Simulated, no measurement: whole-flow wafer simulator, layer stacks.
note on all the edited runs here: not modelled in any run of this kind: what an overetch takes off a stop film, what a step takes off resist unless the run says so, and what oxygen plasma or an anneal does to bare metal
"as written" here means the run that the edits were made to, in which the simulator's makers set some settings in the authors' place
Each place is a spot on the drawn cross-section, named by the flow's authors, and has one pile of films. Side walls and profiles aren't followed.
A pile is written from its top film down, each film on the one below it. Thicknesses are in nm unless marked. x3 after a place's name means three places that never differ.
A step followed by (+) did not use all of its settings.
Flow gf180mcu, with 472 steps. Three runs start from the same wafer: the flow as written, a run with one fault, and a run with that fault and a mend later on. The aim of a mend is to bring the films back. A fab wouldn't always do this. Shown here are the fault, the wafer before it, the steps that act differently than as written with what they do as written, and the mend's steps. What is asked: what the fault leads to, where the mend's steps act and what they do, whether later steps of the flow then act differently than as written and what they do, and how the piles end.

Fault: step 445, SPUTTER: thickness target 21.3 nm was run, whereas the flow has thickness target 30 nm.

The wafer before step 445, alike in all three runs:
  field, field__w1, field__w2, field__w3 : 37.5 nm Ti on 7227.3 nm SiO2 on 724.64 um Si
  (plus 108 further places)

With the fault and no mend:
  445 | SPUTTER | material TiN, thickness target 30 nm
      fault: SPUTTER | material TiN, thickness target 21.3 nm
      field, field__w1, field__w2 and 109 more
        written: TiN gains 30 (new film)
        fault: TiN gains 21.3 (new film)
  Steps further on in the flow that do not act as written (not shown: 5 more steps that differ only slightly, by at most 2% or 0.5 nm, whichever is larger):
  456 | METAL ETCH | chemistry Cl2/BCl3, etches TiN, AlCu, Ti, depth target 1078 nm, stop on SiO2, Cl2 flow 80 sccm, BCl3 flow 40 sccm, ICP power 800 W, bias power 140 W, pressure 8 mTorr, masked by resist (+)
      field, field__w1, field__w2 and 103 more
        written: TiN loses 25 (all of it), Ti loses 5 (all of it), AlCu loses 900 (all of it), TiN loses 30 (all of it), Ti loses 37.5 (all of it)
        fault: TiN loses 25 (all of it), Ti loses 5 (all of it), AlCu loses 900 (all of it), TiN loses 21.3 (all of it), Ti loses 37.5 (all of it)
  By the end, the piles at field__w8, contact, m1, m1__w1, pad, m1_nw depart from the flow's by more than 2% or 0.5 nm, whichever is larger.
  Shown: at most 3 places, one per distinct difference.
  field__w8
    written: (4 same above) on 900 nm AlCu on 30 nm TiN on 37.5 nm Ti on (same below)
    fault: (4 same above) on 900 nm AlCu on 21.3 nm TiN on 37.5 nm Ti on (same below)
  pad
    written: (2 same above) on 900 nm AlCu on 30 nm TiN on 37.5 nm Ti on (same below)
    fault: (2 same above) on 900 nm AlCu on 21.3 nm TiN on 37.5 nm Ti on (same below)

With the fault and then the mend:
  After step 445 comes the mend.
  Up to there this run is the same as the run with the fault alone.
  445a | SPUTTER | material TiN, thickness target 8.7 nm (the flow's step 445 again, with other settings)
      field, field__w1, field__w2 and 109 more
        TiN gains 8.7
  Every later step of the flow that is run acts as written at every place that is followed.
  The piles end the same as the flow's at every place that both follow.
